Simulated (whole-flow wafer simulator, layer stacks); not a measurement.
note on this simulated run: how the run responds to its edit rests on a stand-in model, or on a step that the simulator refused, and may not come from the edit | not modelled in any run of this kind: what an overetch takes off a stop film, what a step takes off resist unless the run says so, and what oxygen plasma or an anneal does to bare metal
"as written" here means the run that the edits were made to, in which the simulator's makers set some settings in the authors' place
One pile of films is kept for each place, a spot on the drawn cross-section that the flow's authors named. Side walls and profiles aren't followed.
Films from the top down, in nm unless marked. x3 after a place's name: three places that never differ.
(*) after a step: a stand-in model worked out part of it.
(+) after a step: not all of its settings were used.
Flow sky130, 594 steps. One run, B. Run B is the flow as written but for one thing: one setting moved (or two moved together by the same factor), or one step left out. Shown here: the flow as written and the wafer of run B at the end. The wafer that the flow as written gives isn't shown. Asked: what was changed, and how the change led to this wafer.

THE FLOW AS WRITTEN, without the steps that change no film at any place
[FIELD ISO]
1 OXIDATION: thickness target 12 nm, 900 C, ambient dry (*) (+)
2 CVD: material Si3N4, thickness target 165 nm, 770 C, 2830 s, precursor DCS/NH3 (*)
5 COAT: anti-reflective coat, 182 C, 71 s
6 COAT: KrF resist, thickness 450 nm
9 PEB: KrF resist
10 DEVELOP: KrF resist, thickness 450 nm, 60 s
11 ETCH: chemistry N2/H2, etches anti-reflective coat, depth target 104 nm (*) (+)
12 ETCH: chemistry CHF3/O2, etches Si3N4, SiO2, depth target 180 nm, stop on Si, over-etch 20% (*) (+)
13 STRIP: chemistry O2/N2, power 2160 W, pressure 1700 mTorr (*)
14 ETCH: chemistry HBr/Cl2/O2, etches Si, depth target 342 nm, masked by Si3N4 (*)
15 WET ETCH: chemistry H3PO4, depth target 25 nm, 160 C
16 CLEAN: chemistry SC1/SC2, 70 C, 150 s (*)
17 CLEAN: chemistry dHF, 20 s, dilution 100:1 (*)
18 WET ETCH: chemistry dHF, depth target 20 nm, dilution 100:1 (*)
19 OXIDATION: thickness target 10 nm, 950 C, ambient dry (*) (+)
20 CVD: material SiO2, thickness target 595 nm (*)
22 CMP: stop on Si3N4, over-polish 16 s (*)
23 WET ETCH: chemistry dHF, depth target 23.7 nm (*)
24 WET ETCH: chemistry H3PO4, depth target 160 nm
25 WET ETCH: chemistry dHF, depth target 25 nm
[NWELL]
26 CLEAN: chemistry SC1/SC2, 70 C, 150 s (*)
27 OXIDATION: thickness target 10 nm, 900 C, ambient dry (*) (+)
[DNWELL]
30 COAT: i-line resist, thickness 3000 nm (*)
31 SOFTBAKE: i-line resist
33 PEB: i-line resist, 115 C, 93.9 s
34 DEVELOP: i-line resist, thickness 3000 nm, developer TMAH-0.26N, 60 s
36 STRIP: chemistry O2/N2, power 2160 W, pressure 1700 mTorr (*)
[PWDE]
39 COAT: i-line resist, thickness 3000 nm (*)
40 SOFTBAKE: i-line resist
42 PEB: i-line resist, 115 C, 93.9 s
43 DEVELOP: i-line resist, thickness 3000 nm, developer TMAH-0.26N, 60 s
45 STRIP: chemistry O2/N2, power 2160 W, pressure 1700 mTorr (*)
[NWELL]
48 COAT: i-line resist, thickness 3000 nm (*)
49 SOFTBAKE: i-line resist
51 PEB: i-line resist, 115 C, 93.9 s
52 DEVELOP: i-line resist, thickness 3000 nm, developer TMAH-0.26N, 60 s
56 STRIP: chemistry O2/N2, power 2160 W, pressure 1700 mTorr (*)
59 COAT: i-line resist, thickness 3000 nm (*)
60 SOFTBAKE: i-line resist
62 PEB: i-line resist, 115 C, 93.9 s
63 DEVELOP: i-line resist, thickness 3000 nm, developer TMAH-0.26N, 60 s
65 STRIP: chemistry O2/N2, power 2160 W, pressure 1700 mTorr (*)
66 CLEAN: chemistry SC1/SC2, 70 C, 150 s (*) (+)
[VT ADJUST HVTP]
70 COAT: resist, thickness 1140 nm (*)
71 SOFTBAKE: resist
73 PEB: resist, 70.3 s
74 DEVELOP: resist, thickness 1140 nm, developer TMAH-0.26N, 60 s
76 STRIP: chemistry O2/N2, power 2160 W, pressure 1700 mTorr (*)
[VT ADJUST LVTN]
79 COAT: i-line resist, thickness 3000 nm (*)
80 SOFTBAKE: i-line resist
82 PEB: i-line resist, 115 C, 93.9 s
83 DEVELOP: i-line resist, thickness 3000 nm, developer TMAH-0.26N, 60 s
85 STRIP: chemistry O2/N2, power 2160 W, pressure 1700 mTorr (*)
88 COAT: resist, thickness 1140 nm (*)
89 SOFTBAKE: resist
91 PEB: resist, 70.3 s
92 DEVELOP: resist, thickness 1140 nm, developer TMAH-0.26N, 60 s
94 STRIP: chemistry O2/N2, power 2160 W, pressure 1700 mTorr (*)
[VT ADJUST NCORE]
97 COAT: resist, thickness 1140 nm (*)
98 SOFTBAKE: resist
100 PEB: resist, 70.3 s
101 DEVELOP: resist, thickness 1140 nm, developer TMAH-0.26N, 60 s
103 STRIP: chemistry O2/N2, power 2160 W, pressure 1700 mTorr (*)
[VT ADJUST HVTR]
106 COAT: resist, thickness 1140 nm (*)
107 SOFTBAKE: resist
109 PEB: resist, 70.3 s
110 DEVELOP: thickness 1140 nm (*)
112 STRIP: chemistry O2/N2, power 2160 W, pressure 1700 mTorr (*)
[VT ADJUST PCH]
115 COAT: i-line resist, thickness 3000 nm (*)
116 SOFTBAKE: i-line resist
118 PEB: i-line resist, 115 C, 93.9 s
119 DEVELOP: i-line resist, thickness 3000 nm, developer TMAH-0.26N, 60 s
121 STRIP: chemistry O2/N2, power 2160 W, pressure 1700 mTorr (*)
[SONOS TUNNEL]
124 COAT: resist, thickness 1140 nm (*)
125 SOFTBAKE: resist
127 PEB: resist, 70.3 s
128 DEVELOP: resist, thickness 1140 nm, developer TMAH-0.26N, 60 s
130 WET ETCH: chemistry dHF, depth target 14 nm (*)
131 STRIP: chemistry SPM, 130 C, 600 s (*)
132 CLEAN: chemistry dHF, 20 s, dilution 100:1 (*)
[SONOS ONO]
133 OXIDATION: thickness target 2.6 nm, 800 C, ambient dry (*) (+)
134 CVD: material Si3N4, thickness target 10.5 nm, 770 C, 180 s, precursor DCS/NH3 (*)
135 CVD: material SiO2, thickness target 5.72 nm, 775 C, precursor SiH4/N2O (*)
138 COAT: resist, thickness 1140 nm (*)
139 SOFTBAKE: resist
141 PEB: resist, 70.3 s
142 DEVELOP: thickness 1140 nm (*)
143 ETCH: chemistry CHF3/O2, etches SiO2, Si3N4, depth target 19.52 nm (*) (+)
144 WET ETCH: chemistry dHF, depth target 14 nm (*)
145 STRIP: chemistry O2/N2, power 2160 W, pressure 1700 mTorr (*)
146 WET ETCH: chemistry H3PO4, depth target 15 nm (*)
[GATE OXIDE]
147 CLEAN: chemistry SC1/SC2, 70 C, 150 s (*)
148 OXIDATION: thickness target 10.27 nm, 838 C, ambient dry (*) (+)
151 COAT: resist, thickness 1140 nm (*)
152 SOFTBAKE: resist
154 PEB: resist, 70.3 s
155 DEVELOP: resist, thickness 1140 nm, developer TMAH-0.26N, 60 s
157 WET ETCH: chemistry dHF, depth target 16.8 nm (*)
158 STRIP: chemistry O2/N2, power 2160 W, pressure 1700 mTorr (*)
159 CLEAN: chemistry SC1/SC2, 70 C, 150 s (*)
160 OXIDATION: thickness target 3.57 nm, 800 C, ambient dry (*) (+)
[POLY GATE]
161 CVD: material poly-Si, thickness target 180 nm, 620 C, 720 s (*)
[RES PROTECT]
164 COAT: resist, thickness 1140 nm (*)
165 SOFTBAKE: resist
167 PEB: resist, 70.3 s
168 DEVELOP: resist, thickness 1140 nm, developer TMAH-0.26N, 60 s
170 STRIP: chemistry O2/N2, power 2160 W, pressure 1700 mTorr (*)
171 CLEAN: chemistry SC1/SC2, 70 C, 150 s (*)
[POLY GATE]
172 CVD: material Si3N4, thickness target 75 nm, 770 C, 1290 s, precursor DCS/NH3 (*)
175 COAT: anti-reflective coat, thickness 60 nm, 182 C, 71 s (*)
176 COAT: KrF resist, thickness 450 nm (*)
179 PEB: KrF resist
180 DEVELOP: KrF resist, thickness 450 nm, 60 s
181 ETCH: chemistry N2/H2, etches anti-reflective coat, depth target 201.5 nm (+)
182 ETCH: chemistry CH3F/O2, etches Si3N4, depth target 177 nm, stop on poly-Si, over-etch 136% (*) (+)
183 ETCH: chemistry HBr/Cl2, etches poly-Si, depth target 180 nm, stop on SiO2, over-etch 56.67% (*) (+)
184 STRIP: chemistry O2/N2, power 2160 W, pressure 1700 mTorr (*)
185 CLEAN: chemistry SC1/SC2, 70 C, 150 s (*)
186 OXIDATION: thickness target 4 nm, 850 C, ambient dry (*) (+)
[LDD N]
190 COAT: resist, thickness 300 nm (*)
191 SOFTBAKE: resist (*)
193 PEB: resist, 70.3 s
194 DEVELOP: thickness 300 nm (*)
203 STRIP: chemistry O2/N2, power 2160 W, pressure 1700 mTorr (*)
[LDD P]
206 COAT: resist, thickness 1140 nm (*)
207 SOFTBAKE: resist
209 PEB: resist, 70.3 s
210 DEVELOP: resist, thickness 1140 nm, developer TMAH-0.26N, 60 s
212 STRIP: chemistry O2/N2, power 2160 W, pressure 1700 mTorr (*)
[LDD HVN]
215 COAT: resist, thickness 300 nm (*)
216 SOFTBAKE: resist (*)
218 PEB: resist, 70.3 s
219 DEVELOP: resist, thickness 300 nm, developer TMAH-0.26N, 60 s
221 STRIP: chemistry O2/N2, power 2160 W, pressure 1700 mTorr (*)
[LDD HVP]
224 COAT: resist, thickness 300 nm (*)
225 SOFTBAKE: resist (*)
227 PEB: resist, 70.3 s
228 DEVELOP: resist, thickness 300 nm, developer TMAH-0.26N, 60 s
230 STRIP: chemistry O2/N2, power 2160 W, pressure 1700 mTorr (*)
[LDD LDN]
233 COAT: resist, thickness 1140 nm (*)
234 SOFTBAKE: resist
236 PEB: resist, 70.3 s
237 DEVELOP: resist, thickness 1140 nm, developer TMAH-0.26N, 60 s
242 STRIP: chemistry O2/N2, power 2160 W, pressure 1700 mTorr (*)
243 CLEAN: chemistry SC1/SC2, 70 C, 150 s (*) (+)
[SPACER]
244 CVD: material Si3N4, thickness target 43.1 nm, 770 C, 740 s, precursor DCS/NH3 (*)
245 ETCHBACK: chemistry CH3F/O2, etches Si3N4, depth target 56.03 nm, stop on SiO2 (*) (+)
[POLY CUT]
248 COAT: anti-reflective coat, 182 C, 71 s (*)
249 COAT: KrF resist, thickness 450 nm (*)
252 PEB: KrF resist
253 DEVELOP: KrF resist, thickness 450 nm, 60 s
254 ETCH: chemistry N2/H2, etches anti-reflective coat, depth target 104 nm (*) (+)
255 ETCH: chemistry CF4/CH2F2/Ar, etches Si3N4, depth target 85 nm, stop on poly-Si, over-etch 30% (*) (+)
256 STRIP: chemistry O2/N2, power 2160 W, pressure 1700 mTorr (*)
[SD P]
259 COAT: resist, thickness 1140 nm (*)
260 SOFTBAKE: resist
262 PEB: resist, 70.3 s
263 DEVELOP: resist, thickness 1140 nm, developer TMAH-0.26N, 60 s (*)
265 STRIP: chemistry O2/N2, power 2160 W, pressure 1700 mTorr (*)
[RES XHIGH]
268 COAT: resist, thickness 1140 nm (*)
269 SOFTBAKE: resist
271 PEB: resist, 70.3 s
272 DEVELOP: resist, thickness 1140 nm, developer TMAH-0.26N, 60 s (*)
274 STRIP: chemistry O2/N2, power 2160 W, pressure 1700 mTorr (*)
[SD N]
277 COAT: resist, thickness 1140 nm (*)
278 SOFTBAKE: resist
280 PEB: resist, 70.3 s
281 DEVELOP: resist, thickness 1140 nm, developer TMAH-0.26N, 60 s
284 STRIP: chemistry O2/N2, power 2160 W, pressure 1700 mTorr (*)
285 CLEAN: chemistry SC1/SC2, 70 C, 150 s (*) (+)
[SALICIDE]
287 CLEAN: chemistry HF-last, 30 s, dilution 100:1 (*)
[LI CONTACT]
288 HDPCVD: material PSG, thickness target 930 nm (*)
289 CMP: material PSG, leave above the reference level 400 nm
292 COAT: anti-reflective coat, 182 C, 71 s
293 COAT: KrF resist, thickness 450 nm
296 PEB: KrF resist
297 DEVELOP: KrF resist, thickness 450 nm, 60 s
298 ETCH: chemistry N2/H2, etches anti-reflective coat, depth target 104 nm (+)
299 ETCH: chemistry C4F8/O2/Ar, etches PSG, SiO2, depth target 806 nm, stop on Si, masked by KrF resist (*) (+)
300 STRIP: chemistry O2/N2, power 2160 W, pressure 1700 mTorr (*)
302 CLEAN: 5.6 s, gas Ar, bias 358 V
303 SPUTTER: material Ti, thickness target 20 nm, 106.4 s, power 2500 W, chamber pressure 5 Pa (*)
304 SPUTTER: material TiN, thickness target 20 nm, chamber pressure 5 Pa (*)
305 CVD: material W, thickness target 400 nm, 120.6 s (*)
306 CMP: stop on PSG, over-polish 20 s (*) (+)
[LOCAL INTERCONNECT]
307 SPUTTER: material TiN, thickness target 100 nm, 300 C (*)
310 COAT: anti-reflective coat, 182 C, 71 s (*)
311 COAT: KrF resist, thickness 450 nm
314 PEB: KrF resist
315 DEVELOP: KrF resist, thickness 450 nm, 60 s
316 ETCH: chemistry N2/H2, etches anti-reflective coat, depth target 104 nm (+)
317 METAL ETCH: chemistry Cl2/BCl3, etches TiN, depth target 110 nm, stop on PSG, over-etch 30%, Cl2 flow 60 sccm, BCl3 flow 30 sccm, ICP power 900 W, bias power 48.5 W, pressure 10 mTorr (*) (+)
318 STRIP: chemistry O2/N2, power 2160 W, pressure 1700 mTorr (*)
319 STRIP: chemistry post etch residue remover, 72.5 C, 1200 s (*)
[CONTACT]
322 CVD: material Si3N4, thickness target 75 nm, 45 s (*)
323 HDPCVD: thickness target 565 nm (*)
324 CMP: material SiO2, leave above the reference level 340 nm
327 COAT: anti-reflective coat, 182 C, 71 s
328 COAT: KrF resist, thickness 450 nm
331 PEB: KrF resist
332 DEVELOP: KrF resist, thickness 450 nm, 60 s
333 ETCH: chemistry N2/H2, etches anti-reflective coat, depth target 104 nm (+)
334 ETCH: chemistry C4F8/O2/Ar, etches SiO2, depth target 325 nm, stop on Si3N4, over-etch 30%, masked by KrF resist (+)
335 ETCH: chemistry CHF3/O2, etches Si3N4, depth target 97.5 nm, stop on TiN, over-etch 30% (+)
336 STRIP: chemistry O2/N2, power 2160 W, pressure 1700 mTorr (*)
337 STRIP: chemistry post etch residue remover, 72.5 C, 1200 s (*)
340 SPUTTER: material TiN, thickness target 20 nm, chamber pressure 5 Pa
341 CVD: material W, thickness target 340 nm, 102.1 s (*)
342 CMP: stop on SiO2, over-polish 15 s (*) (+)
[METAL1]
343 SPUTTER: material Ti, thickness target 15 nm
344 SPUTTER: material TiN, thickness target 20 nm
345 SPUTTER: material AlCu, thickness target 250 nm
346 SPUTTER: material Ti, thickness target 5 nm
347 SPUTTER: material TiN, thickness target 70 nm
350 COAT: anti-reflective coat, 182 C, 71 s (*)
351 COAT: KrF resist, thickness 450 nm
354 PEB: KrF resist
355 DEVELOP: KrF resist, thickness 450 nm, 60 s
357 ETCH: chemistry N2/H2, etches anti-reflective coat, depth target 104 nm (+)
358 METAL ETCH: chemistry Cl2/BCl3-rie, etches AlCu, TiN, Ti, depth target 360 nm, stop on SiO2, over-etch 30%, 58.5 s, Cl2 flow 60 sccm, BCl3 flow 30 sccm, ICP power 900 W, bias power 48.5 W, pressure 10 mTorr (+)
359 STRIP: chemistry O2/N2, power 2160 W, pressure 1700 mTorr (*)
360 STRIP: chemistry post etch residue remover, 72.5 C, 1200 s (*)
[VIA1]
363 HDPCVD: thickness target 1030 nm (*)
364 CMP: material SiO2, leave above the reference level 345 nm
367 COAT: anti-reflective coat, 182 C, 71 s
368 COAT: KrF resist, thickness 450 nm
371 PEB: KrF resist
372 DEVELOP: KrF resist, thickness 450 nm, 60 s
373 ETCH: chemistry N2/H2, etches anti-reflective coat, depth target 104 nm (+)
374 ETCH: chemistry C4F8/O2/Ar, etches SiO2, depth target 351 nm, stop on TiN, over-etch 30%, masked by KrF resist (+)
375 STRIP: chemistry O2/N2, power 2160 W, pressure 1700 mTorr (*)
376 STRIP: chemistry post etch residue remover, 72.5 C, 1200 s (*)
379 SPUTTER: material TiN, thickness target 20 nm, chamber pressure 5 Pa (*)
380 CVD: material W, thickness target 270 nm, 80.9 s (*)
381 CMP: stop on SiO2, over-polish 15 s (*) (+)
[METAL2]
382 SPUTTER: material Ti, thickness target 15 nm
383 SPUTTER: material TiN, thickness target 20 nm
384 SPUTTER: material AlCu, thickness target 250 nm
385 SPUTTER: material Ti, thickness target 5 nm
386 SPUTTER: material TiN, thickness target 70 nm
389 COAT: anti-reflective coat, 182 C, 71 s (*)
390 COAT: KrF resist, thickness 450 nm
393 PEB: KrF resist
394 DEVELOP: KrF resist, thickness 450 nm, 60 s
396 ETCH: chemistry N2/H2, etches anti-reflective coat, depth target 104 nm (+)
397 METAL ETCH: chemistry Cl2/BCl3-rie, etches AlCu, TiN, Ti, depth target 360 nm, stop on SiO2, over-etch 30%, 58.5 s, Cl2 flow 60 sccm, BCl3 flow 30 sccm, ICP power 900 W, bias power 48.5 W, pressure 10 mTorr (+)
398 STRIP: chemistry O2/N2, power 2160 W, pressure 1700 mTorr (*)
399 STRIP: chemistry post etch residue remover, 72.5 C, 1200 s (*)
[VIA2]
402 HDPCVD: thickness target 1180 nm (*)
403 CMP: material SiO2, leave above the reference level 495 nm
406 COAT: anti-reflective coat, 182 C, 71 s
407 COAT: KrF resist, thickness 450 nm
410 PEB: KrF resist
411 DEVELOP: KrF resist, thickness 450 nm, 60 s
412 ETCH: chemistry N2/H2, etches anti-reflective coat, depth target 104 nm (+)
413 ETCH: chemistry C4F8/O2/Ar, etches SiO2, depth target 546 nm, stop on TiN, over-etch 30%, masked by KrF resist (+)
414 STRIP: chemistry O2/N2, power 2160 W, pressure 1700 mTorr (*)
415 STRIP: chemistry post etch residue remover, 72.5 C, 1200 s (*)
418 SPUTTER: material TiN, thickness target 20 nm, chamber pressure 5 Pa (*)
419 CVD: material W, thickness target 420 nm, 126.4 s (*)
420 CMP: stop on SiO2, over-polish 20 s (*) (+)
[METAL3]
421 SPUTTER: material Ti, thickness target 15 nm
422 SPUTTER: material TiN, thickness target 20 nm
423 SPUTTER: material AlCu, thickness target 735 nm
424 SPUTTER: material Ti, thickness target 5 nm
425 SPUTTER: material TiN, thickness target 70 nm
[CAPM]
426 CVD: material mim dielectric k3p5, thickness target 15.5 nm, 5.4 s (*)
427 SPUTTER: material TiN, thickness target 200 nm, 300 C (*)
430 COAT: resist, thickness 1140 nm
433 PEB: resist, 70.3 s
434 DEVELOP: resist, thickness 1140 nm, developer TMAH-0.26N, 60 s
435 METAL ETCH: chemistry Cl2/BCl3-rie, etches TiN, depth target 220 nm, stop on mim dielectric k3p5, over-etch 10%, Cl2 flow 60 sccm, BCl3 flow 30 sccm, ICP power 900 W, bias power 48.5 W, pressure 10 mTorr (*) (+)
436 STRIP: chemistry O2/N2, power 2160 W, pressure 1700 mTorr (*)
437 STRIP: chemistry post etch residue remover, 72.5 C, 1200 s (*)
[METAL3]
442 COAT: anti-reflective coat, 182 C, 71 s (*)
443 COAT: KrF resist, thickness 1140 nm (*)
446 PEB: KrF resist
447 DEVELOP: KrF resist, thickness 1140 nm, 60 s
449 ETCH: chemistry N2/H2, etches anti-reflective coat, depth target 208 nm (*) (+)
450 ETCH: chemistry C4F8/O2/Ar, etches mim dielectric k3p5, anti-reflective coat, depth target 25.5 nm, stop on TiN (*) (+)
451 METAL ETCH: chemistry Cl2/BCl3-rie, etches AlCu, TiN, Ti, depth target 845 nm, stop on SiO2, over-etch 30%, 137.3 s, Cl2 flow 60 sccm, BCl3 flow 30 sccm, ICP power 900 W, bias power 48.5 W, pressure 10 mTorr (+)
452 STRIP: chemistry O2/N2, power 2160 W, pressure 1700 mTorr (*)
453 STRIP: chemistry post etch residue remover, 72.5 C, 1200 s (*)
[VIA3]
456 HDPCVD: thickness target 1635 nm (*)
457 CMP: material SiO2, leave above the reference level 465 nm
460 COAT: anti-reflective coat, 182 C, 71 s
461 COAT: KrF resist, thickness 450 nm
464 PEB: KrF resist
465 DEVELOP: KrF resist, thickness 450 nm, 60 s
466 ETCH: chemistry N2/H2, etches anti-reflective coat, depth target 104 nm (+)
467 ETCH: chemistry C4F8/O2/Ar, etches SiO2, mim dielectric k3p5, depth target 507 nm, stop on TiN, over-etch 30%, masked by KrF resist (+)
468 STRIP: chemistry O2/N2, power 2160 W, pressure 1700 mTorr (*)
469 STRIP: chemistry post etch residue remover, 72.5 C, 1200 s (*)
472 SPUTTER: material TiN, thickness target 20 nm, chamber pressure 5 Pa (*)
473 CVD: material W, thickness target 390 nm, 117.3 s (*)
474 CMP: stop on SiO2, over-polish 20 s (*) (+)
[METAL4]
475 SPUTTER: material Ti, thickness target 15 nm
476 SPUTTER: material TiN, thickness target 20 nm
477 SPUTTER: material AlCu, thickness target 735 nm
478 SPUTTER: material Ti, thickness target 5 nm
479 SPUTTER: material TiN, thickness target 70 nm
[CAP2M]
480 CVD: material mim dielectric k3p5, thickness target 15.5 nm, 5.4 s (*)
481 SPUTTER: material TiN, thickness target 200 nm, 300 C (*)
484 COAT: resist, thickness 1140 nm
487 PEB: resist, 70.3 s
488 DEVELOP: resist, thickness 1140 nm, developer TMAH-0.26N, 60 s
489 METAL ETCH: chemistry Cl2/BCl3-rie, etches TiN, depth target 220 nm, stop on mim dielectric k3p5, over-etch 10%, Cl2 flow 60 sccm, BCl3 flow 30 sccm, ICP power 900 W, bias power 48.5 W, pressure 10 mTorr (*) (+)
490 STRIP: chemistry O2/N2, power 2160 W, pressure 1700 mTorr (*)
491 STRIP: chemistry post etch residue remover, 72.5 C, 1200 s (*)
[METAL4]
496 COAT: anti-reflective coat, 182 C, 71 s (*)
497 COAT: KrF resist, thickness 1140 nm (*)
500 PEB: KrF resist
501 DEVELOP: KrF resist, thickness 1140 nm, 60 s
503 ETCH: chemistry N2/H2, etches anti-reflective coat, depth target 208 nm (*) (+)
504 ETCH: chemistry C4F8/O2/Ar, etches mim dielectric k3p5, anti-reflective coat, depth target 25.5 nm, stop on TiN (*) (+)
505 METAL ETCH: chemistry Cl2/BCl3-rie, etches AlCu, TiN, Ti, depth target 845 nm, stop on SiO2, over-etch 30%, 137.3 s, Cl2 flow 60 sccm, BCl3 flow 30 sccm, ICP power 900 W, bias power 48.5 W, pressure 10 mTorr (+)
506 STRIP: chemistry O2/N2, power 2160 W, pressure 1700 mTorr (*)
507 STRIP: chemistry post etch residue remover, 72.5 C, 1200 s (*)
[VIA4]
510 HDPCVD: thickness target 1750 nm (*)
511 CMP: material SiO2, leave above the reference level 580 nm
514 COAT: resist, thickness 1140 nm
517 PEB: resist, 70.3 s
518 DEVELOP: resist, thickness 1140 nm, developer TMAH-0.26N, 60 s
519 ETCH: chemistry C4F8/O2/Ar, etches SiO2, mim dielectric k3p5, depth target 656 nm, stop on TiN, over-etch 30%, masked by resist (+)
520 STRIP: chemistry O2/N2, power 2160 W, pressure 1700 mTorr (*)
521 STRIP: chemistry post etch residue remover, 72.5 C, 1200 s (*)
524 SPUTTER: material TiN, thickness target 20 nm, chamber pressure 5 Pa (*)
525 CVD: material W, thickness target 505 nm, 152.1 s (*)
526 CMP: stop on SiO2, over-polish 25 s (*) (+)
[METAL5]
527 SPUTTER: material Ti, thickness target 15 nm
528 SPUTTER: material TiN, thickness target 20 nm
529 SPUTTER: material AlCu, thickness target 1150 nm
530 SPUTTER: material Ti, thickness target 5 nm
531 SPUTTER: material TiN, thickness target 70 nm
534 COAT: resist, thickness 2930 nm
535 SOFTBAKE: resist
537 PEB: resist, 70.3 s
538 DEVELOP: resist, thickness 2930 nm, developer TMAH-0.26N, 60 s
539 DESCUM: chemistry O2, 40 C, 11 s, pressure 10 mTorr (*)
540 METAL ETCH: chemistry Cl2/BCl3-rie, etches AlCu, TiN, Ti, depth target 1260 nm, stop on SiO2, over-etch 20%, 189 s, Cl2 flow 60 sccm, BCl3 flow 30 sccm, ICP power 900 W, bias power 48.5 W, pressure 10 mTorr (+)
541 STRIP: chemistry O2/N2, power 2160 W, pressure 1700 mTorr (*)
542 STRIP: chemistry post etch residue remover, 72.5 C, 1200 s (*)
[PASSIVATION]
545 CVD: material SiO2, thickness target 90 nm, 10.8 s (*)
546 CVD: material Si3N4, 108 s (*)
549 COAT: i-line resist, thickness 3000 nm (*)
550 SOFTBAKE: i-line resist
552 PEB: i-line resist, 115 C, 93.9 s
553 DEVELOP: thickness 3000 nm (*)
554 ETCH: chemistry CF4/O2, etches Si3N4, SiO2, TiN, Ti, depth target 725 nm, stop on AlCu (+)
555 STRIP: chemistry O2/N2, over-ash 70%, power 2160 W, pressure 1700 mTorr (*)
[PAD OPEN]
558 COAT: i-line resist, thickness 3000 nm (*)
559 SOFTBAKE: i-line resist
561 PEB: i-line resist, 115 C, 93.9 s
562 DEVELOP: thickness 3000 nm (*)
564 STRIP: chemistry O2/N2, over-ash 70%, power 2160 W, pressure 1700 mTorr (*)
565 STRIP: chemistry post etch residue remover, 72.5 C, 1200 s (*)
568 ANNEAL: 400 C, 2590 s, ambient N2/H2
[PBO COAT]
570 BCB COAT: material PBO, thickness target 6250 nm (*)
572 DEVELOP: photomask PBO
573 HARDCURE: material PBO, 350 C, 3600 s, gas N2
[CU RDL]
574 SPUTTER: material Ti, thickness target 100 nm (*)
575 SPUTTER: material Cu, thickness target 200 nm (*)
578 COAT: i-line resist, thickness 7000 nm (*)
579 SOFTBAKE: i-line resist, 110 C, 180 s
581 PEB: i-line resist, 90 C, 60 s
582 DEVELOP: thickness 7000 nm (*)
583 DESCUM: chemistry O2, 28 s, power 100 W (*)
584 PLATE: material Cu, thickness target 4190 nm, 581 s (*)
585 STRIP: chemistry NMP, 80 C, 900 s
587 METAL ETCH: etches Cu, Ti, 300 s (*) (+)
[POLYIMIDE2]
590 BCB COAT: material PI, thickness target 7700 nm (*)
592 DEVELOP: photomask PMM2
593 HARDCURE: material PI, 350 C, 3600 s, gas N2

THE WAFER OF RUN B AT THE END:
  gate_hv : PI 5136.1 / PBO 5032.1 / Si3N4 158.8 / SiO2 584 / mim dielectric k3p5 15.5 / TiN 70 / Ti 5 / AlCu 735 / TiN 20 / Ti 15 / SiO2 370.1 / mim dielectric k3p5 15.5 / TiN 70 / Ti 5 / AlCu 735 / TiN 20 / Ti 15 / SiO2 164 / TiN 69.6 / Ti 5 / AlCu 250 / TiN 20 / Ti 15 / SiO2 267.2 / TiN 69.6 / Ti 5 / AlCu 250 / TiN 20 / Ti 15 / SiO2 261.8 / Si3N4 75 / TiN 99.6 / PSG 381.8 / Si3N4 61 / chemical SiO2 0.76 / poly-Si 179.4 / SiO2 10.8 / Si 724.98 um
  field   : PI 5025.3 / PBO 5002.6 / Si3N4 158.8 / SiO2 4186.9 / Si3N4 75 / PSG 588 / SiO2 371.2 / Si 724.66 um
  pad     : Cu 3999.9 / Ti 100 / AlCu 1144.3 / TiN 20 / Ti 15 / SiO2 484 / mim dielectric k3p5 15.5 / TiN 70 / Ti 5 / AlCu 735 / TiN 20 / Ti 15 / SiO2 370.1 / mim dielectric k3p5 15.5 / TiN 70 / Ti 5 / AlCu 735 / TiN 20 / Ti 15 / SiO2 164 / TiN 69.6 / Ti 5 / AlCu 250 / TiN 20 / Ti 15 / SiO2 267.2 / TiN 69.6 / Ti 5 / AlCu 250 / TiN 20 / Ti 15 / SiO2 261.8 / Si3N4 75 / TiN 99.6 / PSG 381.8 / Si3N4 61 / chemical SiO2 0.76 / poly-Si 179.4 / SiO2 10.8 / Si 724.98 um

The cause: step 403, CMP: leave above the reference level 243 nm was run, where the flow has leave above the reference level 495 nm.

How the change led to this, step by step:
  403 CMP: material SiO2, leave above the reference level 495 nm
      n_well, p_well, gate_hv and 101 more: SiO2 -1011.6 (as written it would be: SiO2 -759.6)
      field, active, gate and 82 more: SiO2 -641.1 (as written it would be: SiO2 -389.1)
      (and at 2 more places)
  413 ETCH: chemistry C4F8/O2/Ar, etches SiO2, depth target 546 nm, stop on TiN, over-etch 30%, masked by KrF resist (+)
      field, active, n_well and 186 more: KrF resist -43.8 (as written it would be: KrF resist -109.2)
      m1: SiO2 -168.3 (all of it) (as written it would be: SiO2 -420.3 (all of it))
      (and at 1 more place)
  414 STRIP: chemistry O2/N2, power 2160 W, pressure 1700 mTorr (*)
      field, active, n_well and 186 more: KrF resist -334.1 (all of it), anti-reflective coat -80 (all of it) (as written it would be: KrF resist -268.6 (all of it), anti-reflective coat -80 (all of it))
  418 SPUTTER: material TiN, thickness target 20 nm, chamber pressure 5 Pa (*)
      m1, via2_hole: TiN +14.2 (as written it would be: TiN +10.2)
  419 CVD: material W, thickness target 420 nm, 126.4 s (*)
      m1: W +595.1 (new film) (as written it would be: W +851.1 (new film))
      via2_hole: W +594.6 (new film) (as written it would be: W +850.7 (new film))
